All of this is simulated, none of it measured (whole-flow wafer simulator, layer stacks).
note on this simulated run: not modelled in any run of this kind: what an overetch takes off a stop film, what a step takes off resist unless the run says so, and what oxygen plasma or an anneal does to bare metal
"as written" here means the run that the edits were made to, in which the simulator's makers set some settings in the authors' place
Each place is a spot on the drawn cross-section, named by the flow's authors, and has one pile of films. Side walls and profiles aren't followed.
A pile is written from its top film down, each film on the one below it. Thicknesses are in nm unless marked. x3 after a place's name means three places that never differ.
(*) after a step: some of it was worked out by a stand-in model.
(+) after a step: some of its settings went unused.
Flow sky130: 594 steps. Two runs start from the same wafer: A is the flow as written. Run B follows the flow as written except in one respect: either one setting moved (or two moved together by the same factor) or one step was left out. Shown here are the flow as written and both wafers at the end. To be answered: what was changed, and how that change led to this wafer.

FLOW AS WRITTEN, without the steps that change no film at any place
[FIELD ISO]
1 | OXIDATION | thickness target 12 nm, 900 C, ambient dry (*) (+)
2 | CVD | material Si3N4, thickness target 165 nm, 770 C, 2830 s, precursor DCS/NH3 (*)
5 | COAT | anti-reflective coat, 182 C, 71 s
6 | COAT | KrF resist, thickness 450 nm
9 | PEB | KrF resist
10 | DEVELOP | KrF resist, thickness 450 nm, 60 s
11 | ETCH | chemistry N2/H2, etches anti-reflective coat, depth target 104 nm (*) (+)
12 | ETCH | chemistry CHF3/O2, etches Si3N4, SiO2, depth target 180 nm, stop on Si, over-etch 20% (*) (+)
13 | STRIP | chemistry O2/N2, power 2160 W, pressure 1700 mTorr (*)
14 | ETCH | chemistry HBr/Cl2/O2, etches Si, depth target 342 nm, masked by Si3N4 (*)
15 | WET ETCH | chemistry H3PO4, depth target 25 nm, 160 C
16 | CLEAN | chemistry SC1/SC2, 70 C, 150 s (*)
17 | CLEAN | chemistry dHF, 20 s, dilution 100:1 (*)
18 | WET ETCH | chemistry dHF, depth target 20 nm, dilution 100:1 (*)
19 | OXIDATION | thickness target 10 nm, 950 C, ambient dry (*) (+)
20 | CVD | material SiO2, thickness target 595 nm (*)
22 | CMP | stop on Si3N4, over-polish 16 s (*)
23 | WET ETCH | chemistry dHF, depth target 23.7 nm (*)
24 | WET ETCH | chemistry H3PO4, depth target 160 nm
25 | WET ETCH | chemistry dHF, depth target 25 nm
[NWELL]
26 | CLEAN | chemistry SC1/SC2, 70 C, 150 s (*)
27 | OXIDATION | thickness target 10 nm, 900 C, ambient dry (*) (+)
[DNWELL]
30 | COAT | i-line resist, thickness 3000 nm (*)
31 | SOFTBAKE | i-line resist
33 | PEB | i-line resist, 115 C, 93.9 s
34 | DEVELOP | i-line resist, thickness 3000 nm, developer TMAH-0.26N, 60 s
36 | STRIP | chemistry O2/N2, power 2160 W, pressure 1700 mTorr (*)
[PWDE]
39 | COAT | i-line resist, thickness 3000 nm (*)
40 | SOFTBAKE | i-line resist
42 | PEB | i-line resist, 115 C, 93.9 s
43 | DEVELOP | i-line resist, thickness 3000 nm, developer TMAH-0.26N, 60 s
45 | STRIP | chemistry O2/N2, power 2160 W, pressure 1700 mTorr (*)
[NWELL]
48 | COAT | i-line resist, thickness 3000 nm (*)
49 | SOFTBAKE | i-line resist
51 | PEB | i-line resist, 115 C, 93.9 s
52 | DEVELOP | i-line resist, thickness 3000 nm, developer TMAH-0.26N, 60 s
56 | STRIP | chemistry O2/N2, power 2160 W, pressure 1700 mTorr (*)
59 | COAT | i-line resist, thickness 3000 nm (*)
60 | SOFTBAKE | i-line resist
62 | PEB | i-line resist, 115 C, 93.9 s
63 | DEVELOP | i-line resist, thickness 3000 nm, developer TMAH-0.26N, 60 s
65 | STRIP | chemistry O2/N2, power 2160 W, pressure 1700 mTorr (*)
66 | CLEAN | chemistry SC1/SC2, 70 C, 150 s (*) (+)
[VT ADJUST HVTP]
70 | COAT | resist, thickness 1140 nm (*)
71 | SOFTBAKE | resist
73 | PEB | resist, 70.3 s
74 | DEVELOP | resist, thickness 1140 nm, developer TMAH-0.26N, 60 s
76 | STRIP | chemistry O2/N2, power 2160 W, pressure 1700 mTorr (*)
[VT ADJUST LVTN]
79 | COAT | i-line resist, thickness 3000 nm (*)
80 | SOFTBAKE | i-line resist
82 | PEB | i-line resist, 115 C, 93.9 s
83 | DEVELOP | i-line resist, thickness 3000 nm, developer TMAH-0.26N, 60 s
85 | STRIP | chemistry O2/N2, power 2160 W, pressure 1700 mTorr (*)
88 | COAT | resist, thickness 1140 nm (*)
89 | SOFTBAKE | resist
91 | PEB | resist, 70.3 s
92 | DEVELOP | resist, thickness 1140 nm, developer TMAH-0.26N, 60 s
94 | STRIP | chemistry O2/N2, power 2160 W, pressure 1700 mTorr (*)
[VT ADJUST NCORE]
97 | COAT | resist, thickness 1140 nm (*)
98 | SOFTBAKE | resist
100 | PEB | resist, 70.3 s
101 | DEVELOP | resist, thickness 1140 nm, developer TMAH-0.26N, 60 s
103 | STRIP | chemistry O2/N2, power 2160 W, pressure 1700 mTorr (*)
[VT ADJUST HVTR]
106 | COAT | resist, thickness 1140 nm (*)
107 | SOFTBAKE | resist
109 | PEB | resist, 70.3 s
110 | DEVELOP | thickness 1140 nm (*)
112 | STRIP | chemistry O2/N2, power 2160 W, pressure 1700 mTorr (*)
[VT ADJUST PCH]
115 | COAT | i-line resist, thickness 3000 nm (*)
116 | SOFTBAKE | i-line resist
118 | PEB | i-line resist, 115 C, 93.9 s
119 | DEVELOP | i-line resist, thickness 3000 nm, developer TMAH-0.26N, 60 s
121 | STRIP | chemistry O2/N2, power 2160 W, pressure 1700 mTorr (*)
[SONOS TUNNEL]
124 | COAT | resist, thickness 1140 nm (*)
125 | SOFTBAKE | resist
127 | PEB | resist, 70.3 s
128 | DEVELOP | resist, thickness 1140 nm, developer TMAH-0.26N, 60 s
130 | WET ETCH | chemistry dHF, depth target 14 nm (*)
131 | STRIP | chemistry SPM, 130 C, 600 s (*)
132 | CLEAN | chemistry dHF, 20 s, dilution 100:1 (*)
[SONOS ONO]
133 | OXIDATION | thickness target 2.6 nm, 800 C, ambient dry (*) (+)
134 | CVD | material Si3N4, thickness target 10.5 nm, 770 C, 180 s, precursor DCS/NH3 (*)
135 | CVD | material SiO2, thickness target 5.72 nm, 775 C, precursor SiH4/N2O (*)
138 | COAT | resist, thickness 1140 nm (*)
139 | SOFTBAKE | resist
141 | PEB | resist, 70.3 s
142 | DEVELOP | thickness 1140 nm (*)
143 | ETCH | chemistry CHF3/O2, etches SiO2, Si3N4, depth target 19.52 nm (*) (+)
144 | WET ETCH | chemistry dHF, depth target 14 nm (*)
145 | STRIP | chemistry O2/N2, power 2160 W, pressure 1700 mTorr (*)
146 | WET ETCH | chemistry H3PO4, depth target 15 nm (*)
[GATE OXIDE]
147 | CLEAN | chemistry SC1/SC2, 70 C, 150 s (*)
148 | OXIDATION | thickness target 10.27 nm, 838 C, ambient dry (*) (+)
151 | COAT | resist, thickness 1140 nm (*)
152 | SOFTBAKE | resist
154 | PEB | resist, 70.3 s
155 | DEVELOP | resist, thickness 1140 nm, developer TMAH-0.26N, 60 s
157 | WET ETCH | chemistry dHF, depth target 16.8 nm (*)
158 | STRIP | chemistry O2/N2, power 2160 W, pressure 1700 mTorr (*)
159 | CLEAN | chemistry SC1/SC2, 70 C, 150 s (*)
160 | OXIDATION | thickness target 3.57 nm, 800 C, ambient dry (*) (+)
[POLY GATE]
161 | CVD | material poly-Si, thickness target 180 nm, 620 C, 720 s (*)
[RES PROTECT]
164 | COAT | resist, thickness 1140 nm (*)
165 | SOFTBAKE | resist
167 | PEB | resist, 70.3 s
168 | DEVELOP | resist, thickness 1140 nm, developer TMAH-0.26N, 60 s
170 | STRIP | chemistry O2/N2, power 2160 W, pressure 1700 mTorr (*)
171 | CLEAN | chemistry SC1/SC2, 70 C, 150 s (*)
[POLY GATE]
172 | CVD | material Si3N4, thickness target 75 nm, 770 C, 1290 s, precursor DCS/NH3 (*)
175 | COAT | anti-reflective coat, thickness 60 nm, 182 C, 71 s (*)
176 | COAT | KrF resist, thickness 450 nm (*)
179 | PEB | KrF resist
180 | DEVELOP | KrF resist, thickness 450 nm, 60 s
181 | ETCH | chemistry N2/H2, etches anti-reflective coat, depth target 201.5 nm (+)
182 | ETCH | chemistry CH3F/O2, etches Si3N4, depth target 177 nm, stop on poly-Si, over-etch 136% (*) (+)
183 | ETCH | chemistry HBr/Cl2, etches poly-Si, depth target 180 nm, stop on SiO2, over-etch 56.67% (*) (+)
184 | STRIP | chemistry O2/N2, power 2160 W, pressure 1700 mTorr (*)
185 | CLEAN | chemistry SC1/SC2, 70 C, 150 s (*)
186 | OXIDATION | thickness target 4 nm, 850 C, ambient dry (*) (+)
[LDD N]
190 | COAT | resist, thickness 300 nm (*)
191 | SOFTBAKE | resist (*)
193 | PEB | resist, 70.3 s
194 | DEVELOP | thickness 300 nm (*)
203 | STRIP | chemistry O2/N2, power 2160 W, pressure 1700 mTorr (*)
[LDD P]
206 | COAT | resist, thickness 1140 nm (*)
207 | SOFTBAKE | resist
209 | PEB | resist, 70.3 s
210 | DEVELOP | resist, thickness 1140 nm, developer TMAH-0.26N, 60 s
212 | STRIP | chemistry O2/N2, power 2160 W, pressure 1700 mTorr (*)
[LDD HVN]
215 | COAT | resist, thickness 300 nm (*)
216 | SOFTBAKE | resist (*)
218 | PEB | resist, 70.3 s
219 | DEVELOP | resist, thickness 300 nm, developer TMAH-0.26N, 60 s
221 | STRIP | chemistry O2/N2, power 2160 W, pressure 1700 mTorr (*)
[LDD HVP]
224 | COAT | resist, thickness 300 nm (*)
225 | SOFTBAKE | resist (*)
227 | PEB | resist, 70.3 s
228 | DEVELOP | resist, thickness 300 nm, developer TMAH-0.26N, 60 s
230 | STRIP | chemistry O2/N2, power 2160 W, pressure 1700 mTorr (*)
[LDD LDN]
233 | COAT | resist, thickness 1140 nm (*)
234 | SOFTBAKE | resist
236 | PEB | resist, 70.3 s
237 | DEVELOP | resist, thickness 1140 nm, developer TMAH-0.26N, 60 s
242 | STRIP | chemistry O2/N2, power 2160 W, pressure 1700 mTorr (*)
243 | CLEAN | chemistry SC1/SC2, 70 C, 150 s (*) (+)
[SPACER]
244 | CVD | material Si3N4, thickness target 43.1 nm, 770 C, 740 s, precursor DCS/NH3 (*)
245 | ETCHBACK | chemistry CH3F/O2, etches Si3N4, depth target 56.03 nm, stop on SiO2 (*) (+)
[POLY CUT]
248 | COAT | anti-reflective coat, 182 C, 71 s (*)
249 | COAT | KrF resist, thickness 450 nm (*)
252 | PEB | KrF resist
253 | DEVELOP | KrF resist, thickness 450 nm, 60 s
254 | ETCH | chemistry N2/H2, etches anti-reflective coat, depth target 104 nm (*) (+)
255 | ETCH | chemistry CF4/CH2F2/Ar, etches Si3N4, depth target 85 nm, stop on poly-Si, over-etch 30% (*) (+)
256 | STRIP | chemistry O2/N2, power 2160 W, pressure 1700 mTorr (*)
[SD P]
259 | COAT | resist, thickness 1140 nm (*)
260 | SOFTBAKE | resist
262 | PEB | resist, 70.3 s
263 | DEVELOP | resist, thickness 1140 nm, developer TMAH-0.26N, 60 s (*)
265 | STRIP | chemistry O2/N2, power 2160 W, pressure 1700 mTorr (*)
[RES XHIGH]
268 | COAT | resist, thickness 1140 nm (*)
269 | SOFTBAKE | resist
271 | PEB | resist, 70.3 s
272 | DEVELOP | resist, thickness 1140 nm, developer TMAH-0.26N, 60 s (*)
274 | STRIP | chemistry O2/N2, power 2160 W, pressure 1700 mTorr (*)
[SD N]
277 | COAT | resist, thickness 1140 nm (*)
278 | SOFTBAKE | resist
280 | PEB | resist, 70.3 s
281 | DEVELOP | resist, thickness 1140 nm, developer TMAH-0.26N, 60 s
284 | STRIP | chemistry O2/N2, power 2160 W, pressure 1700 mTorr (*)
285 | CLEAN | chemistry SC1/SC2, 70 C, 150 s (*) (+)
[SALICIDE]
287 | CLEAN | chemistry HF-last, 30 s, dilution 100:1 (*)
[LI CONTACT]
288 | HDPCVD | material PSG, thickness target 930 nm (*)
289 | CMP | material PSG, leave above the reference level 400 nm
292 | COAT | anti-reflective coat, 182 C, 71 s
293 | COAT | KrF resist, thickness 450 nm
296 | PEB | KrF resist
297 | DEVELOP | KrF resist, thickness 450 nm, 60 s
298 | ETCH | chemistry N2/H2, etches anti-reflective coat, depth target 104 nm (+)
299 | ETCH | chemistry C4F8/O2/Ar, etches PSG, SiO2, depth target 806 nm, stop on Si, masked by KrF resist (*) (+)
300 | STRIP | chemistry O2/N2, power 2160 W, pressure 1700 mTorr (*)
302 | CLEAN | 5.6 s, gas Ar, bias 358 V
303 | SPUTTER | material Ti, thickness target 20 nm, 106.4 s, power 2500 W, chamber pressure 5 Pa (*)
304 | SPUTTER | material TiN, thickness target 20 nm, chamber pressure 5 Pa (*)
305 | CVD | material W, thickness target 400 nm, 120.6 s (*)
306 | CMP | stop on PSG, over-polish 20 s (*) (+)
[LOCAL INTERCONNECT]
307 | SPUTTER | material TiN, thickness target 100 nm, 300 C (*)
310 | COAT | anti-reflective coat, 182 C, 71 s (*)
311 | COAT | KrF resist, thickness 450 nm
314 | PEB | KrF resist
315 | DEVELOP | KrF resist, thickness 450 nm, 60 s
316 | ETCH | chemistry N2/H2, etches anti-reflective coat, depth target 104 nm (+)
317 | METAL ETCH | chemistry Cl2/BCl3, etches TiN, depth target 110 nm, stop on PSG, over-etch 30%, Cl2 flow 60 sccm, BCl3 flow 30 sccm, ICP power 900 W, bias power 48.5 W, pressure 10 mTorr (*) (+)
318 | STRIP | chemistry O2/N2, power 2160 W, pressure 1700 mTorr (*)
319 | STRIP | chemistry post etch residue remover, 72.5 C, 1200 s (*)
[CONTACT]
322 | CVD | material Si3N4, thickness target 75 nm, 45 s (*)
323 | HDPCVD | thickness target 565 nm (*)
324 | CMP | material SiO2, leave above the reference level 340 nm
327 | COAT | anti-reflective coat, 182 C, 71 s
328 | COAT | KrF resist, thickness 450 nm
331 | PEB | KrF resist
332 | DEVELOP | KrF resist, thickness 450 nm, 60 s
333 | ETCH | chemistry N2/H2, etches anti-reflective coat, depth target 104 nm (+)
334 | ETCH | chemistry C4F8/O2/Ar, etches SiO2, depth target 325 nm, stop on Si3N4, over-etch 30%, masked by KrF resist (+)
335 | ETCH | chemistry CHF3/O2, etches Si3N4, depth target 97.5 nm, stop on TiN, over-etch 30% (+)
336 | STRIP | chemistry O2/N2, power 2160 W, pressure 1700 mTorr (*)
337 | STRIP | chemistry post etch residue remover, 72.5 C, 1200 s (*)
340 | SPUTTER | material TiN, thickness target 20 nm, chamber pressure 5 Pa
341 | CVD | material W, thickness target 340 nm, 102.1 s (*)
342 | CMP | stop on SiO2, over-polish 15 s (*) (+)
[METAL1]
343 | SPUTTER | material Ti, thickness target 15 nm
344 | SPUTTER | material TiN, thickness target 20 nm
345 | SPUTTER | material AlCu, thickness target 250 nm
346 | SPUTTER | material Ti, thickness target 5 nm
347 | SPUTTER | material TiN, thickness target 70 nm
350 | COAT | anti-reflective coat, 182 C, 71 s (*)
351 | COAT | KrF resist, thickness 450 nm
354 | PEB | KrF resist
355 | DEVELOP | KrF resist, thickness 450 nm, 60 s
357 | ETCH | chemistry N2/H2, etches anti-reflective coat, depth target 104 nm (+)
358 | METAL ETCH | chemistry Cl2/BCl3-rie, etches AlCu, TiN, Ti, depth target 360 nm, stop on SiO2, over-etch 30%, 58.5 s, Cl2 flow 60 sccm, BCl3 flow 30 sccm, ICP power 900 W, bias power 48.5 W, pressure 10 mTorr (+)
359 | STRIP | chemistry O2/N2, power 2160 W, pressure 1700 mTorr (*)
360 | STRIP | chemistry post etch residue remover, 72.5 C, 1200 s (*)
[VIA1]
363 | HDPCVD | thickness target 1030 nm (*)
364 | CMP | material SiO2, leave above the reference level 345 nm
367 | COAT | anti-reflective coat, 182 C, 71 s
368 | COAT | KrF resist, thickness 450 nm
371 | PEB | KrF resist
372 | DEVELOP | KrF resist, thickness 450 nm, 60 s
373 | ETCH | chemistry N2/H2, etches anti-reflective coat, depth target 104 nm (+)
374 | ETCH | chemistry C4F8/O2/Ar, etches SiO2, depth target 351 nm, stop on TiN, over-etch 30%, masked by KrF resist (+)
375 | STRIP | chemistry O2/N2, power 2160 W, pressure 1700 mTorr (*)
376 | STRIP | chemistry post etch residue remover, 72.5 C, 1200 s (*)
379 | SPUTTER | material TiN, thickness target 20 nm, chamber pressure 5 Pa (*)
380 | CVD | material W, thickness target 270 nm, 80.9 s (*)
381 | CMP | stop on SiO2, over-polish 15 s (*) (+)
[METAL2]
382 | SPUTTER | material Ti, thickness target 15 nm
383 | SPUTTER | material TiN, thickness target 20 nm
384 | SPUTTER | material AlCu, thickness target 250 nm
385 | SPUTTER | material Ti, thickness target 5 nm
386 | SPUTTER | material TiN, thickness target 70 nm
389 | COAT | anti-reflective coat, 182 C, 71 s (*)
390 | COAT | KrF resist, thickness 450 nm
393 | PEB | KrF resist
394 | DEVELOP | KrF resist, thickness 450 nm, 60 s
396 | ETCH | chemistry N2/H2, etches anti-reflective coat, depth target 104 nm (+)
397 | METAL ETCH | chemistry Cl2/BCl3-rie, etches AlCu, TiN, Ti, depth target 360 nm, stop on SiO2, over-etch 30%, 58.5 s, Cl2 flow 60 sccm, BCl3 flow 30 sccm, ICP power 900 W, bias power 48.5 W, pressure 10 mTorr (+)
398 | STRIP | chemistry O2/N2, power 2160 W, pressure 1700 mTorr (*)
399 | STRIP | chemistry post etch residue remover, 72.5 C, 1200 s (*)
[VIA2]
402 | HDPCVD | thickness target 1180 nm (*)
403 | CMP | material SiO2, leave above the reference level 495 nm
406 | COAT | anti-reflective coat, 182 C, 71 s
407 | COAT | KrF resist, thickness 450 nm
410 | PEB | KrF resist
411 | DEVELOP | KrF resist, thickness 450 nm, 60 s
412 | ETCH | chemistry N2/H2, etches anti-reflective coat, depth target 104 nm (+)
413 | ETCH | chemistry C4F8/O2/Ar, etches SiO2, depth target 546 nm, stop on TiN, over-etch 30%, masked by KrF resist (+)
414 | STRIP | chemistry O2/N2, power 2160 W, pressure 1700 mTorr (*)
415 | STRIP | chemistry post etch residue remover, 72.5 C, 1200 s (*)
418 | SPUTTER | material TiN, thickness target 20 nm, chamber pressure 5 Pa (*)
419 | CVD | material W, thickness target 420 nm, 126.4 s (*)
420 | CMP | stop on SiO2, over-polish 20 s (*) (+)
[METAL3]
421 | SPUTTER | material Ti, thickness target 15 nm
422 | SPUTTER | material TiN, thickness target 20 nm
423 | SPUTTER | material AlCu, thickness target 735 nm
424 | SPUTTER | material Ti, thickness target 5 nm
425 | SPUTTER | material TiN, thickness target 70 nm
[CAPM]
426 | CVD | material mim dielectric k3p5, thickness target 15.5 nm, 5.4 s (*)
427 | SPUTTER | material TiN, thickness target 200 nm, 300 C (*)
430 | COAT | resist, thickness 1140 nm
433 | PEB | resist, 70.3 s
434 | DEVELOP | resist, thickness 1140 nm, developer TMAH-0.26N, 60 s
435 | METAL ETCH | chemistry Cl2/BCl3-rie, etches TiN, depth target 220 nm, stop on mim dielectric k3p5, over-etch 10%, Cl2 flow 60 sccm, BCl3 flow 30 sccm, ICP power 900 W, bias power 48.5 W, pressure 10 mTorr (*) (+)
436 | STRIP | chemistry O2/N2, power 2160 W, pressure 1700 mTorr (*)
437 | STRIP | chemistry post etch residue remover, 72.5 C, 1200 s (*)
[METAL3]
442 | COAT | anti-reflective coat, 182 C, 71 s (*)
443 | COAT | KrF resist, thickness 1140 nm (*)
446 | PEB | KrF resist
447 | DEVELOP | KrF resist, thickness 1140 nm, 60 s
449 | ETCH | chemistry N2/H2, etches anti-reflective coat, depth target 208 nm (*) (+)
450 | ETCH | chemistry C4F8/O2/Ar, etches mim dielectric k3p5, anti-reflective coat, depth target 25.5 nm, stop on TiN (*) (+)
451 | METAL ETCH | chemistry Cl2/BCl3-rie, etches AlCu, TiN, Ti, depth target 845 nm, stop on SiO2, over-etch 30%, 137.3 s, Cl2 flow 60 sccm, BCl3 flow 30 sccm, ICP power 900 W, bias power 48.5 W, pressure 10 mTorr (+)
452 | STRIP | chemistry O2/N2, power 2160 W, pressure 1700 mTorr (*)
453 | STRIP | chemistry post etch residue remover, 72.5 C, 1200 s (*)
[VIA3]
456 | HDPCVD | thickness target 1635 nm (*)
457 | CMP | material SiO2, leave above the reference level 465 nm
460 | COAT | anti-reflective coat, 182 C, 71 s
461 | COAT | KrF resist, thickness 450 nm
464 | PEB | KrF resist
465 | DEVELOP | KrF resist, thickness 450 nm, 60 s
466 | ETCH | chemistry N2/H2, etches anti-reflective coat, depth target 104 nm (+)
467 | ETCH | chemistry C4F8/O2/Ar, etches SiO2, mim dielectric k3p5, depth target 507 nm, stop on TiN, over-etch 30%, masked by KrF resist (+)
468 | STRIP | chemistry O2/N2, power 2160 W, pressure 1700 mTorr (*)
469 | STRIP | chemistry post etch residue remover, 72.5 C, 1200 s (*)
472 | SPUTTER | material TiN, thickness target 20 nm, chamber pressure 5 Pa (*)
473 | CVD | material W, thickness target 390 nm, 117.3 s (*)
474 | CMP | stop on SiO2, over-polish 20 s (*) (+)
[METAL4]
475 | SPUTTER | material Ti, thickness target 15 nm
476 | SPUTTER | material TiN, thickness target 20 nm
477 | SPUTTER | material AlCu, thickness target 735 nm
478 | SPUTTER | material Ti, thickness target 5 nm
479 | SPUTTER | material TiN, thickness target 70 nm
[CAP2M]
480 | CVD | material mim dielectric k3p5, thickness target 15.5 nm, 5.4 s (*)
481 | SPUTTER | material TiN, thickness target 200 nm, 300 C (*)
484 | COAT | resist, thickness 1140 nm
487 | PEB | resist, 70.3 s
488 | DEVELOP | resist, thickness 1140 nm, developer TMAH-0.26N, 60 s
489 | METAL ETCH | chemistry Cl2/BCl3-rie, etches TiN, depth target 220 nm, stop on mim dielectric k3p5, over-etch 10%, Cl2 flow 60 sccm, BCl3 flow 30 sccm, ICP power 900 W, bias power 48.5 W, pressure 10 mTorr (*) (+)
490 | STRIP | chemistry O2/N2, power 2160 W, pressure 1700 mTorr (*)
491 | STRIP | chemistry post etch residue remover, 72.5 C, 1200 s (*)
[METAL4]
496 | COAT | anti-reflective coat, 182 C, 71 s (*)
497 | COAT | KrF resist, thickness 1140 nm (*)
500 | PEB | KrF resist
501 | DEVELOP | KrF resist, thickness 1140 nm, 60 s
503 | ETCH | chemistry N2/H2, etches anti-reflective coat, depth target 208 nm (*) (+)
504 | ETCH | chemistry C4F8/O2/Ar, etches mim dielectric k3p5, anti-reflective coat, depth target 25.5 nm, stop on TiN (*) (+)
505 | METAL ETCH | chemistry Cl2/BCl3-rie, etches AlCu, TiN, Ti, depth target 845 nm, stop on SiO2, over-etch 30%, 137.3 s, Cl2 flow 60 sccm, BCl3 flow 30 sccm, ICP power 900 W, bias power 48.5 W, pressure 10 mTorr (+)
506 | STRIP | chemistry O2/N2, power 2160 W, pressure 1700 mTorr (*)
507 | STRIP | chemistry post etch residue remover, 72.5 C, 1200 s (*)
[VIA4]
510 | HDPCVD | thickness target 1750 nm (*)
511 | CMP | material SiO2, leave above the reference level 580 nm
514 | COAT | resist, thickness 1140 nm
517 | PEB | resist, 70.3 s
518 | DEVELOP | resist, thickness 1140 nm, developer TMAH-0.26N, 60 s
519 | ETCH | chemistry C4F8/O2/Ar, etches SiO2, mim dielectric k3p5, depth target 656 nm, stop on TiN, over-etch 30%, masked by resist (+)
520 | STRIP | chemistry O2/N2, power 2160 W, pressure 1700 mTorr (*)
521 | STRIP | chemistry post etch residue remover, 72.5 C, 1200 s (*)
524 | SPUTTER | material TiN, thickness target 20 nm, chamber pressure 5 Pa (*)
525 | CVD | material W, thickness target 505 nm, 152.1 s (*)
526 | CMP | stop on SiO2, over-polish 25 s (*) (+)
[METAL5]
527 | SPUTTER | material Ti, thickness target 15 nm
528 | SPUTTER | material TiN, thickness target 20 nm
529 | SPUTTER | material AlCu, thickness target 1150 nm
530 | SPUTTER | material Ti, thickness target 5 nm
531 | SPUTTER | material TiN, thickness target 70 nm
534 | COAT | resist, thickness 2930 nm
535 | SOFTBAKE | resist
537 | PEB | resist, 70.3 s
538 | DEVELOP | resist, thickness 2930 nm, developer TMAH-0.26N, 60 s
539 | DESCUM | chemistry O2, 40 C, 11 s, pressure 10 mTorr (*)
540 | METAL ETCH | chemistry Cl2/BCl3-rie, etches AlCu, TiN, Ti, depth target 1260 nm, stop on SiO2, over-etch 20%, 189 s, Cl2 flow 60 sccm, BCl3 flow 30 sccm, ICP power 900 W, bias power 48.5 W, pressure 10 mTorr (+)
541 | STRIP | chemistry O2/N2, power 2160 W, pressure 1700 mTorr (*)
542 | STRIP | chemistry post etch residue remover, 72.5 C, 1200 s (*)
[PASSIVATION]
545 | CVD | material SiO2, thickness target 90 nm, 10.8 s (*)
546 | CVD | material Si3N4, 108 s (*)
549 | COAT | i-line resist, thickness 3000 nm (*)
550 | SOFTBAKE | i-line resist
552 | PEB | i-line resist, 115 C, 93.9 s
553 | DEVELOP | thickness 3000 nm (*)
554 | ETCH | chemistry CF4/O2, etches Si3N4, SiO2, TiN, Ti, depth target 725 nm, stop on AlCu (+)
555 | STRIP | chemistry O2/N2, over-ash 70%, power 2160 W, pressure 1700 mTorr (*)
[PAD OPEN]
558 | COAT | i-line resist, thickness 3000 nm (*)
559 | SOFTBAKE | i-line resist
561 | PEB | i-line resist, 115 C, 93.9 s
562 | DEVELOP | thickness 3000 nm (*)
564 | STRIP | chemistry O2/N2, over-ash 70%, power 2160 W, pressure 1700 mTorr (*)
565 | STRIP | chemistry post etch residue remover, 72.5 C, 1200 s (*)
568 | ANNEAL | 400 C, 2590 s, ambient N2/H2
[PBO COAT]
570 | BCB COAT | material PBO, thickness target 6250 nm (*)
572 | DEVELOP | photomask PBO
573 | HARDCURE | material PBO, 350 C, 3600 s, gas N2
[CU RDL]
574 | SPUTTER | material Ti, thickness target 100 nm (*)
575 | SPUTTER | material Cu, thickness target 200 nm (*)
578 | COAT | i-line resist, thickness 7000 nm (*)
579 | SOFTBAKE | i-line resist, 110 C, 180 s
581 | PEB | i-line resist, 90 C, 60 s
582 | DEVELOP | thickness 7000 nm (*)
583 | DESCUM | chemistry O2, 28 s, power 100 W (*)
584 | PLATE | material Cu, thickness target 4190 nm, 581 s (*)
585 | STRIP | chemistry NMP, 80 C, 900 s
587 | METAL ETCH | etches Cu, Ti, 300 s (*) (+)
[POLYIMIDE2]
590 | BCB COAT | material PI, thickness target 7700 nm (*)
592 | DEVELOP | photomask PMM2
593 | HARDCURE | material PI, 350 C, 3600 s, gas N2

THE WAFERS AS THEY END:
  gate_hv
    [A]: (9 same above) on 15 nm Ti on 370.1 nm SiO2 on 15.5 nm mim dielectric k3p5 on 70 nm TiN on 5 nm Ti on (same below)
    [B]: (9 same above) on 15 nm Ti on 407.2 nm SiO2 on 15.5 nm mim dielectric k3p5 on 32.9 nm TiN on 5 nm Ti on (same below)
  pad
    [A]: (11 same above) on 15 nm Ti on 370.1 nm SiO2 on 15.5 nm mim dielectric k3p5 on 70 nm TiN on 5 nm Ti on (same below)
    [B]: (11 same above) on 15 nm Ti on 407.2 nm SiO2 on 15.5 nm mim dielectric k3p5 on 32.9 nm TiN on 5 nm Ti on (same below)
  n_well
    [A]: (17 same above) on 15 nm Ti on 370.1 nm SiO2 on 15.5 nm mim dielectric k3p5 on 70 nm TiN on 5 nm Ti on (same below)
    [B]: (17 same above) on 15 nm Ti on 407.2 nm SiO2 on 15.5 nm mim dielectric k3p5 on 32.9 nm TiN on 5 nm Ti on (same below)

Cause: step 425, SPUTTER: thickness target 32.9 nm was run, while the flow as written has thickness target 70 nm.
One can read it off the wafer: gate_hv has TiN 32.9, and step 425 as written asks for 70 nm.

How this came from the change, step by step:
  425 | SPUTTER | material TiN, thickness target 70 nm
      field, active, n_well and 188 more: A +70 TiN (new film) | B +32.9 TiN (new film)
  451 | METAL ETCH | chemistry Cl2/BCl3-rie, etches AlCu, TiN, Ti, depth target 845 nm, stop on SiO2, over-etch 30%, 137.3 s, Cl2 flow 60 sccm, BCl3 flow 30 sccm, ICP power 900 W, bias power 48.5 W, pressure 10 mTorr (+)
      field, gate, spacer and 68 more: A -70 TiN (all of it), -5 Ti (all of it), -735 AlCu (all of it), -20 TiN (all of it), -15 Ti (all of it), -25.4 SiO2 | B -32.9 TiN (all of it), -5 Ti (all of it), -735 AlCu (all of it), -20 TiN (all of it), -15 Ti (all of it), -29.1 SiO2
      active, vpp_ln, vpp_iso2 and 11 more: A -70 TiN (all of it), -5 Ti (all of it), -735 AlCu (all of it), -20 TiN (all of it), -15 Ti (all of it), -25.3 SiO2 | B -32.9 TiN (all of it), -5 Ti (all of it), -735 AlCu (all of it), -20 TiN (all of it), -15 Ti (all of it), -29.1 SiO2
  457 | CMP | material SiO2, leave above the reference level 465 nm
      n_well, p_well, gate_hv and 99 more: A -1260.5 SiO2 | B -1223.4 SiO2
      mim, mim_edge_plate_strap, mim_edge_plate: A -1459.7 SiO2 | B -1422.6 SiO2
      (as well as at 2 more places)
  467 | ETCH | chemistry C4F8/O2/Ar, etches SiO2, mim dielectric k3p5, depth target 507 nm, stop on TiN, over-etch 30%, masked by KrF resist (+)
      m1: A -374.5 SiO2 (all of it), -15.5 mim dielectric k3p5 (all of it) | B -411.6 SiO2 (all of it), -15.5 mim dielectric k3p5 (all of it)
      via3_hole: A -373.9 SiO2 (all of it), -15.5 mim dielectric k3p5 (all of it) | B -411 SiO2 (all of it), -15.5 mim dielectric k3p5 (all of it)
  473 | CVD | material W, thickness target 390 nm, 117.3 s (*)
      m1: A +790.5 W (new film) | B +828.1 W (new film)
      via3_hole: A +789.9 W (new film) | B +827.4 W (new film)
